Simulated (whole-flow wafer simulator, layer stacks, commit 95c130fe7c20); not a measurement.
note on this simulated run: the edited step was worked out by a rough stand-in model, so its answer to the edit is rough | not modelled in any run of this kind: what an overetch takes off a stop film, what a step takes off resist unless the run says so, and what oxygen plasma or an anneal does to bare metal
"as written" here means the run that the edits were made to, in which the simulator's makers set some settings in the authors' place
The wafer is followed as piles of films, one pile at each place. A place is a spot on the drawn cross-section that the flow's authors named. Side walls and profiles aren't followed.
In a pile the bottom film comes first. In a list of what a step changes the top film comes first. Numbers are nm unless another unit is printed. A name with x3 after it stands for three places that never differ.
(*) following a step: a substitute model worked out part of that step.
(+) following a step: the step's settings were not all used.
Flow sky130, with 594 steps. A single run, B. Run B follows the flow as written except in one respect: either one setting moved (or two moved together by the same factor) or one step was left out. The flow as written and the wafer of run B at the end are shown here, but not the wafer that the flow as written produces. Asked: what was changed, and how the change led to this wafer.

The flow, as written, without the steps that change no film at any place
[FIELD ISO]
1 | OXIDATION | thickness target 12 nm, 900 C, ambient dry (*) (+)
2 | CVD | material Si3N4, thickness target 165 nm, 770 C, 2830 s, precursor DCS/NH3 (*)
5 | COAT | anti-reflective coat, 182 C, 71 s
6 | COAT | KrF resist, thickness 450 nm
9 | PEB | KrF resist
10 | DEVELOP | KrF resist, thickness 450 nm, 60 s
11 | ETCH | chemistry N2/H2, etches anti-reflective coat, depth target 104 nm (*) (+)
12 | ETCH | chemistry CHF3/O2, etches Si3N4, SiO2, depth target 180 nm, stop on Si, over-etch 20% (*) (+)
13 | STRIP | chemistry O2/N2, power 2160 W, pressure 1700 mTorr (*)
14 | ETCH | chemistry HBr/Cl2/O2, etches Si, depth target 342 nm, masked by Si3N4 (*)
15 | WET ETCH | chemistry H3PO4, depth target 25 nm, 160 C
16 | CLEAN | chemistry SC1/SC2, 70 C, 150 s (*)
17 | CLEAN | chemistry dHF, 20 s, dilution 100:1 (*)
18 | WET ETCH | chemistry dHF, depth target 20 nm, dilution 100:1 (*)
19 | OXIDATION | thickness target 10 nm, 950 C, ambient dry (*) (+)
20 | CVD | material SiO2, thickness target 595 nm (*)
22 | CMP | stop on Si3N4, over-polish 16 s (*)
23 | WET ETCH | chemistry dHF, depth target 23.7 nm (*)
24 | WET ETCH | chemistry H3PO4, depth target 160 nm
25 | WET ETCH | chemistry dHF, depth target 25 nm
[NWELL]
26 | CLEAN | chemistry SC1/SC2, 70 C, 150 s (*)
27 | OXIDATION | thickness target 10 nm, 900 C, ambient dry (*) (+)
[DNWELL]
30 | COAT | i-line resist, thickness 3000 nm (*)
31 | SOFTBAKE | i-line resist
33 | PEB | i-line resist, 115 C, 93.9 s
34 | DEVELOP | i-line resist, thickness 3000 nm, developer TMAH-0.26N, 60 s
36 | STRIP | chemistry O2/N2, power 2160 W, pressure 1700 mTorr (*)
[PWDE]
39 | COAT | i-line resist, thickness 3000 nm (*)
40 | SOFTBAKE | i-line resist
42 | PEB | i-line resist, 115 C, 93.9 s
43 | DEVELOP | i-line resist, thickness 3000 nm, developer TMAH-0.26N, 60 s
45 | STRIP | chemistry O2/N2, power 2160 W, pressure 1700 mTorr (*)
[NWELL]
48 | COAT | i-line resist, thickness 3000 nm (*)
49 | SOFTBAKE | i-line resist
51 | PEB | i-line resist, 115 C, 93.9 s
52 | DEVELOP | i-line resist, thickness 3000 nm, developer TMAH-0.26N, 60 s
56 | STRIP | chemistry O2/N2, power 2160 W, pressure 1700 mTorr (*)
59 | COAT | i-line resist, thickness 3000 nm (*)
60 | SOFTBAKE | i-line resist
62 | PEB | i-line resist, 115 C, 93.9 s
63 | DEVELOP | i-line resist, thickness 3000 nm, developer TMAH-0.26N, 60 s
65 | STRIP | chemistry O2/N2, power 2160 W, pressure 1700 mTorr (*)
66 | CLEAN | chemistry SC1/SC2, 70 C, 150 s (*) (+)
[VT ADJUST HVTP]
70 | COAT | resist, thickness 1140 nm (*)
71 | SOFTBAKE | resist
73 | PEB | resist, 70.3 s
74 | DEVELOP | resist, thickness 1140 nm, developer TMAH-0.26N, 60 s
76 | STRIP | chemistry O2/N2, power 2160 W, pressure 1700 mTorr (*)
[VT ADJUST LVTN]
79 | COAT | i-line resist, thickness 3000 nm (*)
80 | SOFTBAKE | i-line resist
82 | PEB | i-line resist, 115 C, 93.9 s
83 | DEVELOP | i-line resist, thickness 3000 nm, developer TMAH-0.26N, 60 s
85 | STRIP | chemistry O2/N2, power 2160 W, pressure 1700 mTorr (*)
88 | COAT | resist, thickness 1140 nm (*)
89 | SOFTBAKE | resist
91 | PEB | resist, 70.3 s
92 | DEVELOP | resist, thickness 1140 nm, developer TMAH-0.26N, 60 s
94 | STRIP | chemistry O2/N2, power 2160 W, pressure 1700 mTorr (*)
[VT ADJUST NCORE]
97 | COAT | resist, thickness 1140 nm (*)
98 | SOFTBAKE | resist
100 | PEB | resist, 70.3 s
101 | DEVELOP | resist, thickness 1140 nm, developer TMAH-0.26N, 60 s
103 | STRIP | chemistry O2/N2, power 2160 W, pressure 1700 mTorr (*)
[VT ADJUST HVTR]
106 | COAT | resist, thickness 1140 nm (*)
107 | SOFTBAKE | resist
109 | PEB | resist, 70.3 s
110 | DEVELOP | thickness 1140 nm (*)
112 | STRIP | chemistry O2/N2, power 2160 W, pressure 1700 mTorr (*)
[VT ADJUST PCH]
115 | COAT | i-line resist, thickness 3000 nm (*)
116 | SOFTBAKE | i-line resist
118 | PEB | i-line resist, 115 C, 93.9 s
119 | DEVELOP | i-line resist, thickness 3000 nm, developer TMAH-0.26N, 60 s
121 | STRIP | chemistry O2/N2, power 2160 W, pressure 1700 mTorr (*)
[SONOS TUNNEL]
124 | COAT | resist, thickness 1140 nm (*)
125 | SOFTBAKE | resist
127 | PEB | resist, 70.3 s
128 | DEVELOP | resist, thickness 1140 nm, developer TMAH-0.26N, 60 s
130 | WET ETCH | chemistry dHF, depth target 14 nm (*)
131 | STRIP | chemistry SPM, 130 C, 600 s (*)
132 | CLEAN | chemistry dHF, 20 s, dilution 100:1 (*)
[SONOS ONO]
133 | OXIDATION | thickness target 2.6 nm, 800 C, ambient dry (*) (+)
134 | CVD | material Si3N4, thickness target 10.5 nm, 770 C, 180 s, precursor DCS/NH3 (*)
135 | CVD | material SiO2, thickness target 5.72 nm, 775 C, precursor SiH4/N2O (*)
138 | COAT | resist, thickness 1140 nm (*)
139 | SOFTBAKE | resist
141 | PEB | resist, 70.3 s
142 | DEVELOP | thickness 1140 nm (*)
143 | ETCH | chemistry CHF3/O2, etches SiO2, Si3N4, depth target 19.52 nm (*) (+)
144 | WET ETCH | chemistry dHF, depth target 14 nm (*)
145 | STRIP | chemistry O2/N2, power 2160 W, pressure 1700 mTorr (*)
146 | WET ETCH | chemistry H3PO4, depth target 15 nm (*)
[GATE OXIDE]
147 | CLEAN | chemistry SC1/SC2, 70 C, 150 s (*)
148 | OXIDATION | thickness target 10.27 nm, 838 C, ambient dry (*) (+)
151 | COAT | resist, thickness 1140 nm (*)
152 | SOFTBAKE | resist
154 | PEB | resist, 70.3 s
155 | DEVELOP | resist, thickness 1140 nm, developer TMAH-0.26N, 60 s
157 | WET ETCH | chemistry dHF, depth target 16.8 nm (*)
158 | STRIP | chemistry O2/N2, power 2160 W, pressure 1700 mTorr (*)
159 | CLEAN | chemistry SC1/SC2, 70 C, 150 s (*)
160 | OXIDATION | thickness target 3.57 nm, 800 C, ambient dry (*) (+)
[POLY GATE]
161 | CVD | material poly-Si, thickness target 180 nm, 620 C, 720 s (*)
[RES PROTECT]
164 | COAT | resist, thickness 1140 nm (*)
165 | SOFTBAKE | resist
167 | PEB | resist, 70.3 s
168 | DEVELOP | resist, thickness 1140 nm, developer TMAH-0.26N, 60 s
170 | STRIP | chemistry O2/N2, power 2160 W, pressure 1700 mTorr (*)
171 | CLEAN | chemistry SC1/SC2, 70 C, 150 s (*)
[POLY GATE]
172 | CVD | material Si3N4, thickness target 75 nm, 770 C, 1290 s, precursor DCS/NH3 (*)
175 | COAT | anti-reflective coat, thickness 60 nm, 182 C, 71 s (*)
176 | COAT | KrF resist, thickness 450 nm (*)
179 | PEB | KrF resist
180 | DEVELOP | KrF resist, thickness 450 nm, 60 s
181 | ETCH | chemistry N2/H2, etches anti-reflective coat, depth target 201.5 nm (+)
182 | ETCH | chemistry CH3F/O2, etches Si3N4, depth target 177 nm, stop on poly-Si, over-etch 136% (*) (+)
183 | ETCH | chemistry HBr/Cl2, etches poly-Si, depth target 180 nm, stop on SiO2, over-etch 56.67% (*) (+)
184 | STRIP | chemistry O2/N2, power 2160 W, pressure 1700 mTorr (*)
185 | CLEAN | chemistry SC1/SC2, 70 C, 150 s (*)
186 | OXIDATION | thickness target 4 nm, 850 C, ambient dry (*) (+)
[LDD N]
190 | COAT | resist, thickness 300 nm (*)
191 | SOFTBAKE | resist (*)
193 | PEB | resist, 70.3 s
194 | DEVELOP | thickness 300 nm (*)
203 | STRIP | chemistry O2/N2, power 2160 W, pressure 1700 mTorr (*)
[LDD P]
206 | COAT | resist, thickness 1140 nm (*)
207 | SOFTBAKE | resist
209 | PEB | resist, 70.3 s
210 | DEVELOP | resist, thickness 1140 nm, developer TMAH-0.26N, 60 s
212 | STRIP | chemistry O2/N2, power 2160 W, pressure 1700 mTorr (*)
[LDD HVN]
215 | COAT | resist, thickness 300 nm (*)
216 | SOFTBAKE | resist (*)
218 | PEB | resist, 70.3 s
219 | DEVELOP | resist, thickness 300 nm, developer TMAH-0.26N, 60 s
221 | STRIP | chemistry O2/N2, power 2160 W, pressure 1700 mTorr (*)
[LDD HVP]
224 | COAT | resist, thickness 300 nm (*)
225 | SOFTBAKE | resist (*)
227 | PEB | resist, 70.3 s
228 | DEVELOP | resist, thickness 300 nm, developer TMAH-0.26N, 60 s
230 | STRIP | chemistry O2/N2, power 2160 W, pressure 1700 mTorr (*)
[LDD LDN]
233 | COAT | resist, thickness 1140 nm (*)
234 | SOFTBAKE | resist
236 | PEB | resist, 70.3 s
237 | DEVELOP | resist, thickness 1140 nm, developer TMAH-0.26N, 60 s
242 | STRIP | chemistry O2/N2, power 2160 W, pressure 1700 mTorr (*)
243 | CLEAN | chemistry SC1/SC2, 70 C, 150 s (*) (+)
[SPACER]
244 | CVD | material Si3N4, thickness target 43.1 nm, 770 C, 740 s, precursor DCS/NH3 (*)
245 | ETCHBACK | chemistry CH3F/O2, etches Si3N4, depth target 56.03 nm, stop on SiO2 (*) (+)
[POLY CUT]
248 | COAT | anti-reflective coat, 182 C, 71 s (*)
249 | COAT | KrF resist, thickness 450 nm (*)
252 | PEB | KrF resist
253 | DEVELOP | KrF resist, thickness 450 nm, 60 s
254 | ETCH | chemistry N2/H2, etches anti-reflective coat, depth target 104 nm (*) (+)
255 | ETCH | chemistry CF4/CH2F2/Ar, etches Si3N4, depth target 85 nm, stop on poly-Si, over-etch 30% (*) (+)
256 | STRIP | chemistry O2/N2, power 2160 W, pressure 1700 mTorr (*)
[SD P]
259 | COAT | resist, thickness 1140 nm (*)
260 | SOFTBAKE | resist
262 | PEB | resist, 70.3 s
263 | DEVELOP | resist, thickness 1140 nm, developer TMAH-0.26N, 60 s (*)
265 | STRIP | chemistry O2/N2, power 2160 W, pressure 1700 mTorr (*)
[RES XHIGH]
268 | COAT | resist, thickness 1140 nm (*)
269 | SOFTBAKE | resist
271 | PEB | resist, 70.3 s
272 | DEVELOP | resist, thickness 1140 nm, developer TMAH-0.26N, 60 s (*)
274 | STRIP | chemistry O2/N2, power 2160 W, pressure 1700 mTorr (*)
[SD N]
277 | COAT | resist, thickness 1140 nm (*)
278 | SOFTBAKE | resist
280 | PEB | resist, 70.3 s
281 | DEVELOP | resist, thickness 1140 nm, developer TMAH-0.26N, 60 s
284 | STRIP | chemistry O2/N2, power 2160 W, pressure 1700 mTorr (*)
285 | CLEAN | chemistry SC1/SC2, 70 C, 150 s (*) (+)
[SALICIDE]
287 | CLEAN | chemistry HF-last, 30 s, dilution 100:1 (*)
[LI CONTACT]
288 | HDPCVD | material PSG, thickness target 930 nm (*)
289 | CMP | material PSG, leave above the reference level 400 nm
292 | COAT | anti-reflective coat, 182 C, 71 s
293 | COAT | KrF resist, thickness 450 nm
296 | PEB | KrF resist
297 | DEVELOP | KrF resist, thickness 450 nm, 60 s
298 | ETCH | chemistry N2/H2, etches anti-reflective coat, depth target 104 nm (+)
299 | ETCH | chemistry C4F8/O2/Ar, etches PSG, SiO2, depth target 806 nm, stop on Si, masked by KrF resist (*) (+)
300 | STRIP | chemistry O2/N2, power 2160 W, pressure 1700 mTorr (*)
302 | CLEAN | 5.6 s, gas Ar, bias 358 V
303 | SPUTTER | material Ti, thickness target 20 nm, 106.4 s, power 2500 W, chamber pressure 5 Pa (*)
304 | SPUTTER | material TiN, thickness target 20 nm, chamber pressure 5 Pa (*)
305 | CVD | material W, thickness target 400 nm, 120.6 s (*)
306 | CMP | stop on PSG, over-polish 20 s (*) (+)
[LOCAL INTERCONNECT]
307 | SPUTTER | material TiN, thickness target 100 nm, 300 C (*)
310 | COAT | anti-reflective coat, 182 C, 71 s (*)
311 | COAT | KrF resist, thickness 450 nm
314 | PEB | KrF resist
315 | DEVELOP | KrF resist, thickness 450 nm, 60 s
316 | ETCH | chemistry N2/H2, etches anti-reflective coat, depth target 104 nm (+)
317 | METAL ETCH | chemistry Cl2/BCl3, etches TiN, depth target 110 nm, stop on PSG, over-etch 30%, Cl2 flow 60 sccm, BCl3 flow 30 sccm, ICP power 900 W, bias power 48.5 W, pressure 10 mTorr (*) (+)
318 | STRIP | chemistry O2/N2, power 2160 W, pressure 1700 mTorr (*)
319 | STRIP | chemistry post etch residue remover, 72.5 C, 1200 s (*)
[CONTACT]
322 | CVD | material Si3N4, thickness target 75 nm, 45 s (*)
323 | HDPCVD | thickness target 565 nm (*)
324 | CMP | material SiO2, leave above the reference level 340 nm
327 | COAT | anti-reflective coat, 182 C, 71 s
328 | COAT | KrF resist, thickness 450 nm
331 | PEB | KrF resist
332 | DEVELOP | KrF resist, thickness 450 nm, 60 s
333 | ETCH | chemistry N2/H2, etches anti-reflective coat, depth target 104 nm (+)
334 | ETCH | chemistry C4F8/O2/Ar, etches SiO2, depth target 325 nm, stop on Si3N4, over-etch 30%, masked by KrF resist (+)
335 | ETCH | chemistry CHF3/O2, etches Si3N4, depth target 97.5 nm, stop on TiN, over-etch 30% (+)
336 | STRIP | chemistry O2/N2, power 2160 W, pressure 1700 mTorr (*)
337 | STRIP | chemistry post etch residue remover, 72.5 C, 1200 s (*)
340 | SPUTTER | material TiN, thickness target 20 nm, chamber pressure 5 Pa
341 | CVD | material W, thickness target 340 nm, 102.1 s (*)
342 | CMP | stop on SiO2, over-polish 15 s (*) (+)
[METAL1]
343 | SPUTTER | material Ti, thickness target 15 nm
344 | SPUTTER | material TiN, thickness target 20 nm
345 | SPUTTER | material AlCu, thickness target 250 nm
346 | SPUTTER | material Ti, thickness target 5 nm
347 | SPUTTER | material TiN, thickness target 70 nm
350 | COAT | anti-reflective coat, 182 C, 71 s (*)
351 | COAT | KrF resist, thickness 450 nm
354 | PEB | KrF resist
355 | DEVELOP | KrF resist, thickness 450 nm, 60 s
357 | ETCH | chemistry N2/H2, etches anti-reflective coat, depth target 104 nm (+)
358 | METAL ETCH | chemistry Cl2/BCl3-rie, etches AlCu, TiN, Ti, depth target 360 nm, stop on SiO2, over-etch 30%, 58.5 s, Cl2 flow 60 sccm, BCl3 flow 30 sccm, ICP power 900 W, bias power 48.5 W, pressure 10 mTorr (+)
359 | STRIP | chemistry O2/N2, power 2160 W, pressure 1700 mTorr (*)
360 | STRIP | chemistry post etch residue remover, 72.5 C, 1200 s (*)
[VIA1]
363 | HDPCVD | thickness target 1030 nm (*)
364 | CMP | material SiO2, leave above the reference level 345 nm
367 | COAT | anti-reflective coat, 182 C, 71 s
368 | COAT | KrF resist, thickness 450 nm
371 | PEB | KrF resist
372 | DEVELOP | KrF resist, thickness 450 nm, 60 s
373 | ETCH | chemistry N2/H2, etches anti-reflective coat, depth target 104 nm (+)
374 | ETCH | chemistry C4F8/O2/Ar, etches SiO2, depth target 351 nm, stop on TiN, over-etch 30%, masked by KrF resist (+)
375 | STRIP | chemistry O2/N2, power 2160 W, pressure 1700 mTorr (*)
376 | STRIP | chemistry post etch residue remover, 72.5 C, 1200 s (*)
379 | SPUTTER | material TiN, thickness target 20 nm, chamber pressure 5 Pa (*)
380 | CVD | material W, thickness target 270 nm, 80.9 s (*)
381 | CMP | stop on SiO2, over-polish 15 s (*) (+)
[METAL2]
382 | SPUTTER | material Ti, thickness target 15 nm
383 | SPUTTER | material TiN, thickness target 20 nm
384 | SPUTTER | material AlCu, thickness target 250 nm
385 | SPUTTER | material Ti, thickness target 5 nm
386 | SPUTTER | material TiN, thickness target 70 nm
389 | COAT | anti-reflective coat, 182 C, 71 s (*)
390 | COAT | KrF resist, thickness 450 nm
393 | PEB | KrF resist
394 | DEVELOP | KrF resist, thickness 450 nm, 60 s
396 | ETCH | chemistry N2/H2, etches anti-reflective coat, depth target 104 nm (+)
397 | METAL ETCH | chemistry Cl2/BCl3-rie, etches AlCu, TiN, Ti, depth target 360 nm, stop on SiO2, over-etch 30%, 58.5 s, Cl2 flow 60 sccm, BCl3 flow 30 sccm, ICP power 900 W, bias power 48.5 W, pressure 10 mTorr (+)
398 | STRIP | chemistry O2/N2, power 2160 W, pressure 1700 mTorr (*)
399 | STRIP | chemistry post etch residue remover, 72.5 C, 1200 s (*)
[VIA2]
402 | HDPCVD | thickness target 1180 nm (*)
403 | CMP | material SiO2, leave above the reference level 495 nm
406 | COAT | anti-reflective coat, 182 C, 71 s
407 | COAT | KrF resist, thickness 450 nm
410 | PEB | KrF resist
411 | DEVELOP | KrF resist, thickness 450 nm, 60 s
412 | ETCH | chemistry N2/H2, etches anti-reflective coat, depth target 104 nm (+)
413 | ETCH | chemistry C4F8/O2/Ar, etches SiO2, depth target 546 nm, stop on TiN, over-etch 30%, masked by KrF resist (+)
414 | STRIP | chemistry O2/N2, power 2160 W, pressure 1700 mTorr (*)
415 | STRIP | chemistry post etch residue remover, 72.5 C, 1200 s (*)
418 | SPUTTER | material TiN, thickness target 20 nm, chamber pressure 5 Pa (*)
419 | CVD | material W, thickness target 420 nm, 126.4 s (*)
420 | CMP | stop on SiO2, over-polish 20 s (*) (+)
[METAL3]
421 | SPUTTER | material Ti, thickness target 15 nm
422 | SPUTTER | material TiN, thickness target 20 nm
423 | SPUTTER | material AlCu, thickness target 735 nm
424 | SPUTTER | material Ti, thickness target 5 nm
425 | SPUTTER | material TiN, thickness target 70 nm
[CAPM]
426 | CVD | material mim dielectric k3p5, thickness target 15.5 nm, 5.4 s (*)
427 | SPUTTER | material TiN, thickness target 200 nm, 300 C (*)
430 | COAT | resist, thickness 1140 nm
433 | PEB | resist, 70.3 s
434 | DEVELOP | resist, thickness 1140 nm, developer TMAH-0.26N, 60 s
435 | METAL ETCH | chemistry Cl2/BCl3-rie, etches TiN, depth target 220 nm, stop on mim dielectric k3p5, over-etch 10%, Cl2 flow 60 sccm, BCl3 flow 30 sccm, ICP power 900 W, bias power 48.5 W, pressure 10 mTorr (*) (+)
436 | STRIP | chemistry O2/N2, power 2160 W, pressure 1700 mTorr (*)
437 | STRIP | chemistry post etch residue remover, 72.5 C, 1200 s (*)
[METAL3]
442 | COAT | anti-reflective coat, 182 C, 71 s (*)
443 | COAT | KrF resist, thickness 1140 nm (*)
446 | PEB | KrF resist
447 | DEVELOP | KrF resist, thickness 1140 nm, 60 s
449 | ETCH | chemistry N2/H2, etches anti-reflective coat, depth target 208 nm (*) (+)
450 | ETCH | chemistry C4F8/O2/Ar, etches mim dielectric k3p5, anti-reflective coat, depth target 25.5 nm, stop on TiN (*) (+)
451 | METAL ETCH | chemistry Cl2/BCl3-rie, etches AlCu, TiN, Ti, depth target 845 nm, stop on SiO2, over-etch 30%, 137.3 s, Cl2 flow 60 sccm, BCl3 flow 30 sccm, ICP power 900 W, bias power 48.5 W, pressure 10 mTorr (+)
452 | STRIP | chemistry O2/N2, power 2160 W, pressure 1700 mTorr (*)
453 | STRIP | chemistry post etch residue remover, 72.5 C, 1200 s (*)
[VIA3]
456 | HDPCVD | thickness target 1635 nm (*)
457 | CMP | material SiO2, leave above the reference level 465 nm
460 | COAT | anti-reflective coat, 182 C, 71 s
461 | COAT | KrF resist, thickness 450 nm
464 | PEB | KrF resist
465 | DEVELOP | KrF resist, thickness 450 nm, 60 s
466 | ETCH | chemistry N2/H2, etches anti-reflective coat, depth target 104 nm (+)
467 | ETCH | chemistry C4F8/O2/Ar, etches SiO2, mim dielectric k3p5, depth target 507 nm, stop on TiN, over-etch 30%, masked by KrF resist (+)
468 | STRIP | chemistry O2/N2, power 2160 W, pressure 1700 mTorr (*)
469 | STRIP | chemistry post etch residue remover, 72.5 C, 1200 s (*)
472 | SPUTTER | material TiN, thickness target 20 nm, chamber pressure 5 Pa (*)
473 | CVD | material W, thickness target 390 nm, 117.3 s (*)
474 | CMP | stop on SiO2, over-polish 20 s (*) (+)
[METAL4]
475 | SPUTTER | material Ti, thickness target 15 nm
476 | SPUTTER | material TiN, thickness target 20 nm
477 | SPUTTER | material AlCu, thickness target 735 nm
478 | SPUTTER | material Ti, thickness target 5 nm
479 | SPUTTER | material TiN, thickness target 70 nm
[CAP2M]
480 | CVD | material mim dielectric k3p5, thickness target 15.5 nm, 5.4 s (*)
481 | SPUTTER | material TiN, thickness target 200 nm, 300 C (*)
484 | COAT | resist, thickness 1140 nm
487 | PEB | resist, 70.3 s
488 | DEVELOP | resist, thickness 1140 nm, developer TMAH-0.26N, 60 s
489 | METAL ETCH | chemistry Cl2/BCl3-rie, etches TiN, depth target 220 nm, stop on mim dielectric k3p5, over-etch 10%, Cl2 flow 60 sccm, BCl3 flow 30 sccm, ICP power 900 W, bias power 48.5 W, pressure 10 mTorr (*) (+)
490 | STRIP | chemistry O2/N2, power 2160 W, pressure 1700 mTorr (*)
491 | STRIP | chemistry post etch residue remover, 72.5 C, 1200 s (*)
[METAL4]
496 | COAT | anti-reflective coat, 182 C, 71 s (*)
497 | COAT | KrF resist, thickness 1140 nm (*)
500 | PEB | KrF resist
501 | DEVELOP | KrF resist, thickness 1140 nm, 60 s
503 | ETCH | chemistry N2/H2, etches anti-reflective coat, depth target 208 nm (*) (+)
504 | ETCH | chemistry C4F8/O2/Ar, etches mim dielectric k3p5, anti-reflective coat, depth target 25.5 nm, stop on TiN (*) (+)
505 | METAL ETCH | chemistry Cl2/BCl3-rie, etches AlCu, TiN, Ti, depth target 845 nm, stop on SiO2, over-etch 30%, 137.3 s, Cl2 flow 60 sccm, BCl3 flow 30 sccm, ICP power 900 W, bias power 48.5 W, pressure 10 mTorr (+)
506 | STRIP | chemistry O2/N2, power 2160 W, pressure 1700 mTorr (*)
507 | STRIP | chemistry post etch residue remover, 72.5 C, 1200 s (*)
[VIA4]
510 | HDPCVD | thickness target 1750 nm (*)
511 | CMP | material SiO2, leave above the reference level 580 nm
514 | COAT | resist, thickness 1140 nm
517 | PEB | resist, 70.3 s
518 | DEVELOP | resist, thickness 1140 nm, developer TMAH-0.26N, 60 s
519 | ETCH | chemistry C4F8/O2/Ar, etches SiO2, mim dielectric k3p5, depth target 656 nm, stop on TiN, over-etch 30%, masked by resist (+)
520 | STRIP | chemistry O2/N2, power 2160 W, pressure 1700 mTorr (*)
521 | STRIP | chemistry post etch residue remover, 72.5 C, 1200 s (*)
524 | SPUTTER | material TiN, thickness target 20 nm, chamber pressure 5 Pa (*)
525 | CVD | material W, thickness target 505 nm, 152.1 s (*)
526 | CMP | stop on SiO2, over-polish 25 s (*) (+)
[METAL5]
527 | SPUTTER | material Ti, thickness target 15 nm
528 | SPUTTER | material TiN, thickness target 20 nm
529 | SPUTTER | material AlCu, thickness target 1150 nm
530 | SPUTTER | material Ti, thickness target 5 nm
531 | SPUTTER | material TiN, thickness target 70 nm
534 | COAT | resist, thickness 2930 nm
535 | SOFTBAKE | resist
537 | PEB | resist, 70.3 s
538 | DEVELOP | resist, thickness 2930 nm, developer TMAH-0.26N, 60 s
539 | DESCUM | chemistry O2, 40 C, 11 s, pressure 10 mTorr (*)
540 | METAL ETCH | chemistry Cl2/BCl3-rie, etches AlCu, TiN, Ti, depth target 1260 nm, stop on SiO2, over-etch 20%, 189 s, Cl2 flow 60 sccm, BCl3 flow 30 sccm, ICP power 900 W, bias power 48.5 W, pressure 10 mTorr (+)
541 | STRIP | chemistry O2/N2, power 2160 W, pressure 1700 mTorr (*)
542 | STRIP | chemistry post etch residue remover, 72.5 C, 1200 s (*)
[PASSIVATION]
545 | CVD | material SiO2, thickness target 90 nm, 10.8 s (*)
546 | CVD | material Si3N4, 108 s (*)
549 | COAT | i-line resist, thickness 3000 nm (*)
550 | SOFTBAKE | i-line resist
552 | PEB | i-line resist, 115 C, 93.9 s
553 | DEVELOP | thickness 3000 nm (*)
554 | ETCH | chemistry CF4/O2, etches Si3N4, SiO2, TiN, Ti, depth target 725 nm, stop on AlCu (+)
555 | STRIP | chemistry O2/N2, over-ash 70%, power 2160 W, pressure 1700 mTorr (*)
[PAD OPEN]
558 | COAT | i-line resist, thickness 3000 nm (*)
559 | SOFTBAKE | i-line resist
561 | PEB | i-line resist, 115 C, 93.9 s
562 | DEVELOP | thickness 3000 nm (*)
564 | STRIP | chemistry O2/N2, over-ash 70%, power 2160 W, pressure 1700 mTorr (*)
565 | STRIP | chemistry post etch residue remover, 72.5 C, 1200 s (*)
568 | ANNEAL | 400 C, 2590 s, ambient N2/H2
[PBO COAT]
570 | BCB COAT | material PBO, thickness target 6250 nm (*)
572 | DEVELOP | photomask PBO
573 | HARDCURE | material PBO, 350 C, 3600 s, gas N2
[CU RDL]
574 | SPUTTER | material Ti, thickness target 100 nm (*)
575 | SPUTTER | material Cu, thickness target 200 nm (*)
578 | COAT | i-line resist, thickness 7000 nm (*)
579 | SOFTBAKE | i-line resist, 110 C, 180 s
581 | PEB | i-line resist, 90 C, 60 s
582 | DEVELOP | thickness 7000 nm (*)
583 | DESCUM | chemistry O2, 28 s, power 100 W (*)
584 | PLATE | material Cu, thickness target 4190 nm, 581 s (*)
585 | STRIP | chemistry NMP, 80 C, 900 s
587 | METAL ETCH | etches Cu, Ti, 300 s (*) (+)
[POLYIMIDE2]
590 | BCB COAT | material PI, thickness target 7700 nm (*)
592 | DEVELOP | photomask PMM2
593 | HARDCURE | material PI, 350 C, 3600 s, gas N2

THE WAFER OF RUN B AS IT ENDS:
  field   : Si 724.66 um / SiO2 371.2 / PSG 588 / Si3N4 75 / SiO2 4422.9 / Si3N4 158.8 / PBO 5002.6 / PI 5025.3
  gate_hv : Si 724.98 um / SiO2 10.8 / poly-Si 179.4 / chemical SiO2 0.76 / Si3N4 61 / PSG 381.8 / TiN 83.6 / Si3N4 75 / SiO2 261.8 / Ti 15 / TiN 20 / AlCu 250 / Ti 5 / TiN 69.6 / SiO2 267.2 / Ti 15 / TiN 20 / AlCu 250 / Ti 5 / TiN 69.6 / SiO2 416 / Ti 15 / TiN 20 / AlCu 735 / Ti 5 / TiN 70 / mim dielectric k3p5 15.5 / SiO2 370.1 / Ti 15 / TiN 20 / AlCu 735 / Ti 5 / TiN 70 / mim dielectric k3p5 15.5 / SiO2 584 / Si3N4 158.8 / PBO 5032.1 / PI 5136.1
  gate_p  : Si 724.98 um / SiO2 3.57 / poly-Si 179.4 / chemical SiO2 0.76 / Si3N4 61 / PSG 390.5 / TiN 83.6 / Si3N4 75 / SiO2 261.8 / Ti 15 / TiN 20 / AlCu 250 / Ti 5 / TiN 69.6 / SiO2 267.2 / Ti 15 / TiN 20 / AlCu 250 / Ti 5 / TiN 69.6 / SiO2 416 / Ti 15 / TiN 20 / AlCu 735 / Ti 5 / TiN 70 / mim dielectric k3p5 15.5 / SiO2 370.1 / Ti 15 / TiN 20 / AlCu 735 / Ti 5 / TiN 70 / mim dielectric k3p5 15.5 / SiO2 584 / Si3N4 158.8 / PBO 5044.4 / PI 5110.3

Cause: step 307, SPUTTER: thickness target 84 nm was run, while the flow as written has thickness target 100 nm.

The path from the change to this, step by step:
  307 | SPUTTER | material TiN, thickness target 100 nm, 300 C (*)
      field, active, n_well and 188 more: +84 TiN (new film) (in the flow as written it would be: +100 TiN (new film))
  317 | METAL ETCH | chemistry Cl2/BCl3, etches TiN, depth target 110 nm, stop on PSG, over-etch 30%, Cl2 flow 60 sccm, BCl3 flow 30 sccm, ICP power 900 W, bias power 48.5 W, pressure 10 mTorr (*) (+)
      n_well, p_well, gate_hv and 97 more: -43 KrF resist (in the flow as written it would be: -44 KrF resist)
      field, active, gate and 88 more: -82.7 TiN (all of it) (in the flow as written it would be: -98.7 TiN (all of it))
  324 | CMP | material SiO2, leave above the reference level 340 nm
      field, active, gate and 88 more: -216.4 SiO2 (in the flow as written it would be: -200.4 SiO2)
